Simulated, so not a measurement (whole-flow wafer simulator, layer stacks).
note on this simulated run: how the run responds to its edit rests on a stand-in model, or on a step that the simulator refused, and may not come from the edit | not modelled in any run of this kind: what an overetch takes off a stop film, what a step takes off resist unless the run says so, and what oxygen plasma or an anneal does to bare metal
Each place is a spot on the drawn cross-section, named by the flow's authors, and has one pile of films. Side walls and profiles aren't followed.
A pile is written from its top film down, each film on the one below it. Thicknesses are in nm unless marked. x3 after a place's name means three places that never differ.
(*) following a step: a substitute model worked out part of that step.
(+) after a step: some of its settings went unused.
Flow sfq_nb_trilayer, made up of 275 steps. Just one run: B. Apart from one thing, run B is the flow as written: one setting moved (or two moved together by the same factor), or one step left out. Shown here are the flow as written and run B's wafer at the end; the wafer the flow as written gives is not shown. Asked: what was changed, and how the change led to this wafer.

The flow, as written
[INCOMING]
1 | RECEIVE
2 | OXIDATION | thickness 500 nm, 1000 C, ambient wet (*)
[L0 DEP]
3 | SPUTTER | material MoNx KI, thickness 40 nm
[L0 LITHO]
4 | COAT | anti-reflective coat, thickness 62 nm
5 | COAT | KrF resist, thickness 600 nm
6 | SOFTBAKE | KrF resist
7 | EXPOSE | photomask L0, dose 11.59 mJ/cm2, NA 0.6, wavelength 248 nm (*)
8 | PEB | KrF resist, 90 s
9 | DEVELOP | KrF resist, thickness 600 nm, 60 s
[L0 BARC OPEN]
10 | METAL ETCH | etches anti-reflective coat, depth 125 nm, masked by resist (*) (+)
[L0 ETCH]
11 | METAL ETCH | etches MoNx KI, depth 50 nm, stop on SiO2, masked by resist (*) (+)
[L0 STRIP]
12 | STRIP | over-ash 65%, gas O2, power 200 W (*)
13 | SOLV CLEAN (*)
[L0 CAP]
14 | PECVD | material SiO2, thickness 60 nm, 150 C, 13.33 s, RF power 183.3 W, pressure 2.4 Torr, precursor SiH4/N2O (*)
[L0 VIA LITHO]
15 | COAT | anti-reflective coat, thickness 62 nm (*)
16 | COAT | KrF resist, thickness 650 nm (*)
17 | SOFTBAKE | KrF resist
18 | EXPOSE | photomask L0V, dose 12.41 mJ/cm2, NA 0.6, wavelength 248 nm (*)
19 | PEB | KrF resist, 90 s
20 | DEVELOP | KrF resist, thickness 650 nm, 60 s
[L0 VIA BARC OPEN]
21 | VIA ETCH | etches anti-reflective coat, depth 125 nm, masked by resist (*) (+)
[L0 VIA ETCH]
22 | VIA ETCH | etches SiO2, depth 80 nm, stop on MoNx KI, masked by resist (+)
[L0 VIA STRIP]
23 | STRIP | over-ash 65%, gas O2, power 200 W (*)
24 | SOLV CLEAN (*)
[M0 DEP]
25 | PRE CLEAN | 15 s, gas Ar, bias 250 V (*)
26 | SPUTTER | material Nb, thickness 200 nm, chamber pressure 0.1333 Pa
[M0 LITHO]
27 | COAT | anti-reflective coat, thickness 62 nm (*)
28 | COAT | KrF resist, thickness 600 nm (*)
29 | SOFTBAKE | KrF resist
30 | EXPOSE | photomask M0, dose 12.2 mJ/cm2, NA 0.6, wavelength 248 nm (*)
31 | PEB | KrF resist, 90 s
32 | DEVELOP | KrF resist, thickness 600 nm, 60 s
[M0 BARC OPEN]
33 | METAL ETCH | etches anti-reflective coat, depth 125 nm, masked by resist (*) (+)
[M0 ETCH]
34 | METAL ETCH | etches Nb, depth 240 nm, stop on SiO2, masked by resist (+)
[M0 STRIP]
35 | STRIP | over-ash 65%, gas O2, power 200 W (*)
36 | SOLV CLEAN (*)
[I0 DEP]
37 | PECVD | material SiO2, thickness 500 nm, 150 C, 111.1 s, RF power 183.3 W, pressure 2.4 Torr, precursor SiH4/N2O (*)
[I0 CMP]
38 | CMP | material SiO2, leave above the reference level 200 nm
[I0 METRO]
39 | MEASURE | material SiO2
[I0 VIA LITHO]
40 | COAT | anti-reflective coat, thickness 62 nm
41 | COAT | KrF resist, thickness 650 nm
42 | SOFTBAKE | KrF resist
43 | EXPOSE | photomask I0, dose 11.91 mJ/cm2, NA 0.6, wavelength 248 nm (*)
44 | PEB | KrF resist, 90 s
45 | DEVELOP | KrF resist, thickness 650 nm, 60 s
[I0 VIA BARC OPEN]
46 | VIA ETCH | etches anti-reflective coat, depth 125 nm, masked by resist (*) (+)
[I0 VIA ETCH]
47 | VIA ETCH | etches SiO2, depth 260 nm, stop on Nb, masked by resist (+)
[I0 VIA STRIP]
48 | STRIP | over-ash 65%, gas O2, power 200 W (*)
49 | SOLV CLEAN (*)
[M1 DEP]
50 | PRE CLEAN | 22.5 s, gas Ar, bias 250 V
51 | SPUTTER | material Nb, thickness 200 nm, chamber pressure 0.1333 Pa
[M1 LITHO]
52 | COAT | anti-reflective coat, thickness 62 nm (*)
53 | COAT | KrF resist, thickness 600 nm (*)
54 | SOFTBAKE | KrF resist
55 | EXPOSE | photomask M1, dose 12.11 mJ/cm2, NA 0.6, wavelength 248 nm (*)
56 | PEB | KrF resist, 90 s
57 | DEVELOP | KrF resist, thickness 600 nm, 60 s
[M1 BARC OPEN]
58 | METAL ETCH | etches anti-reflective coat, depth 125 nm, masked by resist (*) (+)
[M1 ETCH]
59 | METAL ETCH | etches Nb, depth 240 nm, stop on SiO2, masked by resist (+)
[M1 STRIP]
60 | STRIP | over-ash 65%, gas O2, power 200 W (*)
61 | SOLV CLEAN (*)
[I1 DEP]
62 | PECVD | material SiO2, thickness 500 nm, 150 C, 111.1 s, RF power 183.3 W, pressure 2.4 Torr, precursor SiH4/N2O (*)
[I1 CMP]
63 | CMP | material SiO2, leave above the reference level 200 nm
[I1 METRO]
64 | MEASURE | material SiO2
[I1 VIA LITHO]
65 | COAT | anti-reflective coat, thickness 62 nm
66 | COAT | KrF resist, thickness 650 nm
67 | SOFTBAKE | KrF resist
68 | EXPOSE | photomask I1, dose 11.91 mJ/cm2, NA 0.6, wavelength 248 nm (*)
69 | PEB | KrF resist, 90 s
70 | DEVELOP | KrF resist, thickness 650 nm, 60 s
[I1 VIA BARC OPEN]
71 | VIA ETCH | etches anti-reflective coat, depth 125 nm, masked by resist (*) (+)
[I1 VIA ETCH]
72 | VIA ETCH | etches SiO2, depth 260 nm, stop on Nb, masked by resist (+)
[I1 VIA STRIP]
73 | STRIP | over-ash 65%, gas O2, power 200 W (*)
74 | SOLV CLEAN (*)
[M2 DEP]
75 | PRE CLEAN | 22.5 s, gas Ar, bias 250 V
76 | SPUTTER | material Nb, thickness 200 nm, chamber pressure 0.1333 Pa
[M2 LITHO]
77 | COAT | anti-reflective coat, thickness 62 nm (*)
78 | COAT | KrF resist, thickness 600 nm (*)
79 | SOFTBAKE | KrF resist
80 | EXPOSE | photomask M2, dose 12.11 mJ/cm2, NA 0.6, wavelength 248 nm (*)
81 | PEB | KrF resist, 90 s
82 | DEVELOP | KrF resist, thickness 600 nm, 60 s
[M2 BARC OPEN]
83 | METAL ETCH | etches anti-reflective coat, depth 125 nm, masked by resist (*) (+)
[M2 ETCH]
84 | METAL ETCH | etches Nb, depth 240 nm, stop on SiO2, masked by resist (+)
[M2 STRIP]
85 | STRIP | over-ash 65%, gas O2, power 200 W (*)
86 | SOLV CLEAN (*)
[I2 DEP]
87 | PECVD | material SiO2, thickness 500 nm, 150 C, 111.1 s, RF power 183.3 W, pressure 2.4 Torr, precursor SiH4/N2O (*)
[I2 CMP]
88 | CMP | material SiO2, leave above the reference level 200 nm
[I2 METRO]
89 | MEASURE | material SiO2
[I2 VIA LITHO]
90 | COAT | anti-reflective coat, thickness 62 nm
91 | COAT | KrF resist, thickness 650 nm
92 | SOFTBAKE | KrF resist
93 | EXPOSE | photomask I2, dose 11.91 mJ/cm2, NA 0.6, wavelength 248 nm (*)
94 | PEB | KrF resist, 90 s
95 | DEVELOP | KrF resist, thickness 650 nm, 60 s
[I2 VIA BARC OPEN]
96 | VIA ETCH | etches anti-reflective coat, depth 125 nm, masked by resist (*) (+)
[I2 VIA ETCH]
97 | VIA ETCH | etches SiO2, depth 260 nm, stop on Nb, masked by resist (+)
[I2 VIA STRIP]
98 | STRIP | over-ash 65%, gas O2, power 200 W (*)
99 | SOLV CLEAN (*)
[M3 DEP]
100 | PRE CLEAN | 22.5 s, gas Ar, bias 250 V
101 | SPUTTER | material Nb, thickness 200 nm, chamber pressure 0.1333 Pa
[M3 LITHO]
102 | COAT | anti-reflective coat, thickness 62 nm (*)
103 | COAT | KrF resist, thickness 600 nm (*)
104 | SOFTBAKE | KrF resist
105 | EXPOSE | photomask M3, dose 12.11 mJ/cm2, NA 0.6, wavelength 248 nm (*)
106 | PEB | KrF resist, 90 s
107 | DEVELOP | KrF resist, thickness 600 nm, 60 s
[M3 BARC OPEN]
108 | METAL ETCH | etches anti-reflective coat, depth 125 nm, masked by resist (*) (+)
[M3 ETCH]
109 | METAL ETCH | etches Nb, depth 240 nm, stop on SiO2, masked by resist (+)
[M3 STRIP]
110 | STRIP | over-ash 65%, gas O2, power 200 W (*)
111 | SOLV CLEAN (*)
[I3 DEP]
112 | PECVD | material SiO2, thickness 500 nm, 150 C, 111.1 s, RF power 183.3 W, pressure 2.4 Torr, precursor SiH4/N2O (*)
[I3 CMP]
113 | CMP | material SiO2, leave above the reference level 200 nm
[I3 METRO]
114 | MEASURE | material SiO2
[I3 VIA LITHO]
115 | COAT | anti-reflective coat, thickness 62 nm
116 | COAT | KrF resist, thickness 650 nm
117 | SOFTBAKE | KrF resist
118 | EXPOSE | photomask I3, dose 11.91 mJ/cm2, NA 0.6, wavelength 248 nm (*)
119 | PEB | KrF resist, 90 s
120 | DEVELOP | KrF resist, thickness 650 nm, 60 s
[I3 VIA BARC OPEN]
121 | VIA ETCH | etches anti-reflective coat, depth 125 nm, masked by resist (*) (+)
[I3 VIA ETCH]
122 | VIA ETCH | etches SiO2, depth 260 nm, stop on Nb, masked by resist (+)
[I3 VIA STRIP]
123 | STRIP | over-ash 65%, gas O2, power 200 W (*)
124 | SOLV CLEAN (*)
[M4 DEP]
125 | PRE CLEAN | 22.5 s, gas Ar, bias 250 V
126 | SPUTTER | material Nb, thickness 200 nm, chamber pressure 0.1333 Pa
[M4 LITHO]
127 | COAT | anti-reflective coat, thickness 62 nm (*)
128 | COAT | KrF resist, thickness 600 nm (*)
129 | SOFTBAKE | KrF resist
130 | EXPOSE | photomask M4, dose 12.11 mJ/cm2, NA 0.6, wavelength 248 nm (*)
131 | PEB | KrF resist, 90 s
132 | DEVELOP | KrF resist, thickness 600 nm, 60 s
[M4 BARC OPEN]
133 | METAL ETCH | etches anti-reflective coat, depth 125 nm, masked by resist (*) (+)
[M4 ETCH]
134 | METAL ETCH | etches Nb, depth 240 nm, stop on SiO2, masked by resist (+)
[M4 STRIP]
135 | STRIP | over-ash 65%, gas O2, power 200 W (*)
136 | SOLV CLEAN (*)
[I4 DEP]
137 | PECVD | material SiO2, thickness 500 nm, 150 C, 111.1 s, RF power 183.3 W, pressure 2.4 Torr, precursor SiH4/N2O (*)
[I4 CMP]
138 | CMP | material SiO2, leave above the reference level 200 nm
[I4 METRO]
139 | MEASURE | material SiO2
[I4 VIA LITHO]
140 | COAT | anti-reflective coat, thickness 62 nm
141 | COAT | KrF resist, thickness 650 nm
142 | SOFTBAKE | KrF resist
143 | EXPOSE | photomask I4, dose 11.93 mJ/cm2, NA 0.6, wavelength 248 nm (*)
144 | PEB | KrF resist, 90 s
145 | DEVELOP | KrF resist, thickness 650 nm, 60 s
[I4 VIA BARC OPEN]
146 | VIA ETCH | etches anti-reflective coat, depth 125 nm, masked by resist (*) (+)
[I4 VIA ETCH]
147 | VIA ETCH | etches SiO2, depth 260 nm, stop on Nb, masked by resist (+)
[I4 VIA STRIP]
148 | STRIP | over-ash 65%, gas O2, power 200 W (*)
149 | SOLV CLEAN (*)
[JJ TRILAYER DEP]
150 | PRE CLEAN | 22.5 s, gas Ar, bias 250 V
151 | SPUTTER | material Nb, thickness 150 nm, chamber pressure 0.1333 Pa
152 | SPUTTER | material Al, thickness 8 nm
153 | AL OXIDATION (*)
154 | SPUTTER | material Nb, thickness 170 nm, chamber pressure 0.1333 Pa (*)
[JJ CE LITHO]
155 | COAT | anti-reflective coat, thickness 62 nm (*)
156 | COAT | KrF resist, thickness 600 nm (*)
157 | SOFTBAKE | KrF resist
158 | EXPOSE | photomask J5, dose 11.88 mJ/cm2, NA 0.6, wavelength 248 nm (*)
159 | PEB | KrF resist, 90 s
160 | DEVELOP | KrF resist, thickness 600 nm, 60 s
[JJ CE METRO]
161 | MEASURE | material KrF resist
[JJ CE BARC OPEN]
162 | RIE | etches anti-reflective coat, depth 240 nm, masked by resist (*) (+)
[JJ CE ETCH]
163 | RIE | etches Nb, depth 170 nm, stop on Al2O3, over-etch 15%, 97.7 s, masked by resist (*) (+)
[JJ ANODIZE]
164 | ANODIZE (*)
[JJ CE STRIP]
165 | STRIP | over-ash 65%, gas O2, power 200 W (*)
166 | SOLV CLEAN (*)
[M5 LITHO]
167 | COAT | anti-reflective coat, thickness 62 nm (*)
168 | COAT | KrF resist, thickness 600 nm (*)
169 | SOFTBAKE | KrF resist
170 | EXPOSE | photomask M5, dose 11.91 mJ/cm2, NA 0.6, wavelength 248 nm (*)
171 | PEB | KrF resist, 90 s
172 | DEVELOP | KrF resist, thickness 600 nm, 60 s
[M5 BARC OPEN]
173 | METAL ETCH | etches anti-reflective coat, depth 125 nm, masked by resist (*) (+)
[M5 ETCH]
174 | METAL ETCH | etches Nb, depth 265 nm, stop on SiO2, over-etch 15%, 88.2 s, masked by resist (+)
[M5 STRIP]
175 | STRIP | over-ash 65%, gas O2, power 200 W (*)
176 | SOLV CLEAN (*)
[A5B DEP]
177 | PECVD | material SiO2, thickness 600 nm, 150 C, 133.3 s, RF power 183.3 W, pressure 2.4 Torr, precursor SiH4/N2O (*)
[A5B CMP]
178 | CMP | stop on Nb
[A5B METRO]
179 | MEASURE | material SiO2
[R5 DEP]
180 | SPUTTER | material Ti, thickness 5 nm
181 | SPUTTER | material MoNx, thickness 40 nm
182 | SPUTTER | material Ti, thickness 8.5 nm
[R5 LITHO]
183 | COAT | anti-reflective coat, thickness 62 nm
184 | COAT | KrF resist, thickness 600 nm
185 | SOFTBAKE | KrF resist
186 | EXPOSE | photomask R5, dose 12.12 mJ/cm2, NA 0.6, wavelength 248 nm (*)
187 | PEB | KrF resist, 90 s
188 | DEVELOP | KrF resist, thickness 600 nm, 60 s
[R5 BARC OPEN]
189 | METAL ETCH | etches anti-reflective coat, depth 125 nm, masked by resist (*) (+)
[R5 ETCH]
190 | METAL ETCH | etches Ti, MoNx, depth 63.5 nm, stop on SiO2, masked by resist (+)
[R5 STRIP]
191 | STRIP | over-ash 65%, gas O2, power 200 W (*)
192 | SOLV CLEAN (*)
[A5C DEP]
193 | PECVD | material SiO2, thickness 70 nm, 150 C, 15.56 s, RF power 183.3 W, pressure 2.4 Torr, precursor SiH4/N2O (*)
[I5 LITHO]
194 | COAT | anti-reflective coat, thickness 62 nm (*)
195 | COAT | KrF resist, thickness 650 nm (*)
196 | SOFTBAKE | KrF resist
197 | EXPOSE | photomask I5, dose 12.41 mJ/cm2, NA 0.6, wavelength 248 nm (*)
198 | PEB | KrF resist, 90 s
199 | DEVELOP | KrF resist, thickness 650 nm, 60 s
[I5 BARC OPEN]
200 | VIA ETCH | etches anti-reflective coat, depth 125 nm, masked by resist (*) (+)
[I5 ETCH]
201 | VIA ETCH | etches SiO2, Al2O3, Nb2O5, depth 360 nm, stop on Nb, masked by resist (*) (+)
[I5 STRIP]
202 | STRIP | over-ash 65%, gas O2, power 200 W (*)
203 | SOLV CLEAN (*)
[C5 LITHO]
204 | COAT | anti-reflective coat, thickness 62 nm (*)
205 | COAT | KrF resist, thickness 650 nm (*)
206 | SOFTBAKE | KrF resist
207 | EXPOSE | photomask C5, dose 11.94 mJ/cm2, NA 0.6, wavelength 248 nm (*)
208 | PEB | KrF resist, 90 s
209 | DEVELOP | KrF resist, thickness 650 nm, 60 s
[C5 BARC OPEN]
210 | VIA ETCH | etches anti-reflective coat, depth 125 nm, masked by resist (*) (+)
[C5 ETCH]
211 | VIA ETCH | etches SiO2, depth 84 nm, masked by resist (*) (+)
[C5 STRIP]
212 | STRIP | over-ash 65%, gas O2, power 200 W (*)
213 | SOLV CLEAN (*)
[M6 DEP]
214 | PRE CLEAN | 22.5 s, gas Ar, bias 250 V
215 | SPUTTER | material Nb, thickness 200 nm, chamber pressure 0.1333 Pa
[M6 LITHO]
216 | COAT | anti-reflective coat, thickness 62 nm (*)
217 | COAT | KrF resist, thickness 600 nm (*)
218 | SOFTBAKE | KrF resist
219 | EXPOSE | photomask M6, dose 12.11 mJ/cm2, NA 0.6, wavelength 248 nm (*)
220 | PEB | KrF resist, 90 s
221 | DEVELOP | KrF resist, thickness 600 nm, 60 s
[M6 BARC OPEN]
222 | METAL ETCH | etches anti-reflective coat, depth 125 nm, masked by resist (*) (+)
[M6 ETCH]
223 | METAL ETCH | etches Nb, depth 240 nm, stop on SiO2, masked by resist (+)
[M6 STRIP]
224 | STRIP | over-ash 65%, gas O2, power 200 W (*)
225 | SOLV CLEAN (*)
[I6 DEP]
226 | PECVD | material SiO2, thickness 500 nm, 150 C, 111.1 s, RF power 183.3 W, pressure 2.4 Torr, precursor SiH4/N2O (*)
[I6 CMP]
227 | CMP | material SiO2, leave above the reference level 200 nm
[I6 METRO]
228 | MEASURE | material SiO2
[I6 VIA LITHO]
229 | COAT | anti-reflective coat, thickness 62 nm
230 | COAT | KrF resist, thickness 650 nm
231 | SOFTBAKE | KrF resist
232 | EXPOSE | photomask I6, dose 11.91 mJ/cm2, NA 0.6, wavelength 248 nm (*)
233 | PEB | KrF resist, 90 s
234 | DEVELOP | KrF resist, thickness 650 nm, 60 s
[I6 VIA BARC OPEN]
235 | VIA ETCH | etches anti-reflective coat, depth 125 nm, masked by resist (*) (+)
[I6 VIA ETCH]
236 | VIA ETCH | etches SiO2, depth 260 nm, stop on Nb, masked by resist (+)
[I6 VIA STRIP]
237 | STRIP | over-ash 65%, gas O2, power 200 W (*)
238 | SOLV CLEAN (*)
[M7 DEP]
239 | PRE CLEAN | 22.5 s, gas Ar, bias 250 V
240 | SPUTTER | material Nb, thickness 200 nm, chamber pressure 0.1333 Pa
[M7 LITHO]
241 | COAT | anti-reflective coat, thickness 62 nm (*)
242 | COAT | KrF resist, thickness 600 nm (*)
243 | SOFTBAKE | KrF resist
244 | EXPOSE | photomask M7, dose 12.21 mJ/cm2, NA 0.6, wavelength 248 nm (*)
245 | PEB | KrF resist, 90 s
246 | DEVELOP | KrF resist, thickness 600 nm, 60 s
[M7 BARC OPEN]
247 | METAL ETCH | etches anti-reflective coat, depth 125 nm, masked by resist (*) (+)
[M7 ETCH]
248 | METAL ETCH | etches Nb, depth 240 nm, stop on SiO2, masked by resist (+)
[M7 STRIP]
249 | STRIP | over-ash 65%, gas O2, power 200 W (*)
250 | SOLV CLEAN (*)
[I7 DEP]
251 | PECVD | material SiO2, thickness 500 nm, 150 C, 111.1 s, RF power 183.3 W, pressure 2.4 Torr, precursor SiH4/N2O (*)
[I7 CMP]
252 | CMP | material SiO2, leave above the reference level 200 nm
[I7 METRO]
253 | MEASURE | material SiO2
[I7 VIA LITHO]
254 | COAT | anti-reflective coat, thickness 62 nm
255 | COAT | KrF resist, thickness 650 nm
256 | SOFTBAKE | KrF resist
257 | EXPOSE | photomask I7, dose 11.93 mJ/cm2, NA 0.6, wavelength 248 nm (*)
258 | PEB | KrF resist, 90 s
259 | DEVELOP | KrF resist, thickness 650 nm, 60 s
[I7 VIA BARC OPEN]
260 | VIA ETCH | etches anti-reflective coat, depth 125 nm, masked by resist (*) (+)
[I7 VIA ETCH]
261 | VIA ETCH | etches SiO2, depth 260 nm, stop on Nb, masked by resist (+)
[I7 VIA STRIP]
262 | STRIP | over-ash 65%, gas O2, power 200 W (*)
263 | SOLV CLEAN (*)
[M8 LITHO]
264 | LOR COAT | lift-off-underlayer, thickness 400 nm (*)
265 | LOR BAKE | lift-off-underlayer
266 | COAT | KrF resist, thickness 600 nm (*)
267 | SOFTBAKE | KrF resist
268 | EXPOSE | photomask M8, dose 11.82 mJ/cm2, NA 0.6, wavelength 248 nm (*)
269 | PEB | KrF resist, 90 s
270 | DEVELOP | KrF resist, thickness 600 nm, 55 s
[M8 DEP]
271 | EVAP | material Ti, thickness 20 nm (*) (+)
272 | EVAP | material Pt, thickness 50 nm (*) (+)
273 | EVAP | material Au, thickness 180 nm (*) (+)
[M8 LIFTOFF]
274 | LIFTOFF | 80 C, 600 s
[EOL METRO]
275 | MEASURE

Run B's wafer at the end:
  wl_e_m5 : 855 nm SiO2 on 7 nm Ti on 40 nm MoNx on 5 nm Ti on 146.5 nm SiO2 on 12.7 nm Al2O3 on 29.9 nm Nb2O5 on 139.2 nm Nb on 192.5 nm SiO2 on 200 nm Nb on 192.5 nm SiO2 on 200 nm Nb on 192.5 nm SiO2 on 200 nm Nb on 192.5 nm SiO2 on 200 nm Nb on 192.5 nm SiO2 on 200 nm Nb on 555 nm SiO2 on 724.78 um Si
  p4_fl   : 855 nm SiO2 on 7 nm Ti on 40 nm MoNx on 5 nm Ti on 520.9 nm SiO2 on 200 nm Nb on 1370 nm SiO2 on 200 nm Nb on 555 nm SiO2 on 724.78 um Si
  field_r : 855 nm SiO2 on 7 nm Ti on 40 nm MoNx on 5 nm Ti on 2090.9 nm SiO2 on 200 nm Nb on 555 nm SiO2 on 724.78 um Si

The reason: step 189, METAL ETCH: etches anti-reflective coat, depth 125 nm, masked by resist (*) (+), was omitted.

How this came from the change, step by step:
  190 | METAL ETCH | etches Ti, MoNx, depth 63.5 nm, stop on SiO2, masked by resist (+)
      field_l, v_sur, via_wl and 92 more: anti-reflective coat loses 62 (all of it), Ti loses 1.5 (as written it would have been: Ti loses 8.5 (all of it), MoNx loses 40 (all of it), Ti loses 5 (all of it))
      ce_l, c5j, ce_r, wl_jj: anti-reflective coat loses 62 (all of it), Ti loses 1.5 (as written it would have been: Ti loses 8.5 (all of it), MoNx loses 40 (all of it), Ti loses 5 (all of it), Nb loses 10)
  191 | STRIP | over-ash 65%, gas O2, power 200 W (*)
      be_r, r_sur, res, r_end, r5r_line_l, r5r_line_c, r5r_line_r: KrF resist loses 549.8 (all of it), anti-reflective coat loses 62 (all of it) (as written it would have been: KrF resist loses 498.2 (all of it), anti-reflective coat loses 62 (all of it))
  193 | PECVD | material SiO2, thickness 70 nm, 150 C, 15.56 s, RF power 183.3 W, pressure 2.4 Torr, precursor SiH4/N2O (*)
      field_l, v_sur, via_wl and 92 more: SiO2 gains 70 (new film) (as written it would have been: SiO2 gains 70)
  194 | COAT | anti-reflective coat, thickness 62 nm (*)
      wl_j_sl, wl_j_sr: anti-reflective coat gains 62 (new film) (as written it would have been: anti-reflective coat gains 60.2 (new film))
      r5r_spacepad_l, r5r_spacepad_r: anti-reflective coat gains 62.6 (new film) (as written it would have been: anti-reflective coat gains 84.4 (new film))
      (also at 14 further places)
  195 | COAT | KrF resist, thickness 650 nm (*)
      r5r_line_l, r5r_line_c, r5r_line_r: KrF resist gains 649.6 (new film) (as written it would have been: KrF resist gains 634.3 (new film))
      be_r: KrF resist gains 649.4 (new film) (as written it would have been: KrF resist gains 626.3 (new film))
      (also at 3 further places)
  201 | VIA ETCH | etches SiO2, Al2O3, Nb2O5, depth 360 nm, stop on Nb, masked by resist (*) (+)
      be: SiO2 loses 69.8 (all of it), Ti loses 7 (all of it), MoNx loses 40 (all of it), Ti loses 5 (all of it), SiO2 loses 146.5 (all of it), Al2O3 loses 12.7 (all of it), Nb2O5 loses 29.9 (all of it) (as written it would have been: SiO2 loses 216.4 (all of it), Al2O3 loses 12.7 (all of it), Nb2O5 loses 29.9 (all of it))
  202 | STRIP | over-ash 65%, gas O2, power 200 W (*)
      wl_j_sl, wl_j_sr: KrF resist loses 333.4 (all of it), anti-reflective coat loses 62 (all of it) (as written it would have been: KrF resist loses 333.3 (all of it), anti-reflective coat loses 60.2 (all of it))
      r5r_spacepad_l, r5r_spacepad_r: KrF resist loses 333.5 (all of it), anti-reflective coat loses 62.6 (all of it) (as written it would have been: KrF resist loses 335.6 (all of it), anti-reflective coat loses 84.4 (all of it))
      (also at 14 further places)
  204 | COAT | anti-reflective coat, thickness 62 nm (*)
      wl_j_sl, wl_j_sr: anti-reflective coat gains 62 (new film) (as written it would have been: anti-reflective coat gains 60.2 (new film))
      r5r_spacepad_l, r5r_spacepad_r: anti-reflective coat gains 62.6 (new film) (as written it would have been: anti-reflective coat gains 84.4 (new film))
      (also at 17 further places)
  205 | COAT | KrF resist, thickness 650 nm (*)
      r5r_line_l, r5r_line_c, r5r_line_r: KrF resist gains 649.6 (new film) (as written it would have been: KrF resist gains 634.3 (new film))
      be: KrF resist gains 851.8 (new film) (as written it would have been: KrF resist gains 815.3 (new film))
      (also at 5 further places)
  209 | DEVELOP | KrF resist, thickness 650 nm, 60 s
      res: KrF resist loses 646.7 (all of it) (as written it would have been: KrF resist loses 623.6 (all of it))
  210 | VIA ETCH | etches anti-reflective coat, depth 125 nm, masked by resist (*) (+)
      field_l, v_sur, via_wl and 101 more: KrF resist loses 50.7 (as written it would have been: KrF resist loses 47.4)
      c5j: anti-reflective coat loses 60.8 (all of it), SiO2 loses 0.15 (as written it would have been: anti-reflective coat loses 63.9 (all of it), SiO2 loses 0.11)
      (also at 1 further place)
  211 | VIA ETCH | etches SiO2, depth 84 nm, masked by resist (*) (+)
      c5j: SiO2 loses 69.8 (all of it) (as written it would have been: SiO2 loses 69.9 (all of it), Nb loses 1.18)
  212 | STRIP | over-ash 65%, gas O2, power 200 W (*)
      wl_j_sl, wl_j_sr: KrF resist loses 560 (all of it), anti-reflective coat loses 62 (all of it) (as written it would have been: KrF resist loses 563.4 (all of it), anti-reflective coat loses 60.2 (all of it))
      r5r_spacepad_l, r5r_spacepad_r: KrF resist loses 560 (all of it), anti-reflective coat loses 62.6 (all of it) (as written it would have been: KrF resist loses 565.8 (all of it), anti-reflective coat loses 84.4 (all of it))
      (also at 15 further places)
  214 | PRE CLEAN | 22.5 s, gas Ar, bias 250 V
      c5j: Ti loses 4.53 (as written it would have been: Nb loses 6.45)
  215 | SPUTTER | material Nb, thickness 200 nm, chamber pressure 0.1333 Pa
      c5j: Nb gains 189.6 (new film) (as written it would have been: Nb gains 188.4)
      be: Nb gains 136 (as written it would have been: Nb gains 147.3)
  216 | COAT | anti-reflective coat, thickness 62 nm (*)
      r5r_line_l, r5r_line_c, r5r_line_r: anti-reflective coat gains 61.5 (new film) (as written it would have been: anti-reflective coat gains 50 (new film))
      wl_j_sl, wl_j_sr: anti-reflective coat gains 62 (new film) (as written it would have been: anti-reflective coat gains 60.2 (new film))
      (also at 17 further places)
  ... another 24 steps ...
  274 | LIFTOFF | 80 C, 600 s
      be: Au loses 180 (all of it), Pt loses 50 (all of it), Ti loses 20 (all of it), KrF resist loses 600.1 (all of it), lift-off-underlayer loses 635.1 (all of it) (as written it would have been: Au loses 180 (all of it), Pt loses 50 (all of it), Ti loses 20 (all of it), KrF resist loses 572.1 (all of it), lift-off-underlayer loses 398.5 (all of it))
      be_sur: Au loses 180 (all of it), Pt loses 50 (all of it), Ti loses 20 (all of it), KrF resist loses 582.4 (all of it), lift-off-underlayer loses 377.1 (all of it) (as written it would have been: Au loses 180 (all of it), Pt loses 50 (all of it), Ti loses 20 (all of it), KrF resist loses 572.6 (all of it), lift-off-underlayer loses 398.9 (all of it))
If metal films that touch count as one body, wl_e_m5 has 7 bodies (between them, from the top down: SiO2 146.5 / Al2O3 12.7 / Nb2O5 29.9; SiO2 192.5; SiO2 192.5; SiO2 192.5; SiO2 192.5; SiO2 192.5); the flow as written gives 6 bodies (between them, from the top down: SiO2 192.5; SiO2 192.5; SiO2 192.5; SiO2 192.5; SiO2 192.5).
If metal films that touch count as one body, p4_fl has 3 bodies (between them, from the top down: SiO2 520.9; SiO2 1370); the flow as written gives 2 bodies (between them, from the top down: SiO2 1370).
If metal films that touch count as one body, field_r has 2 bodies (between them, from the top down: SiO2 2090.9); the flow as written gives 1 body.
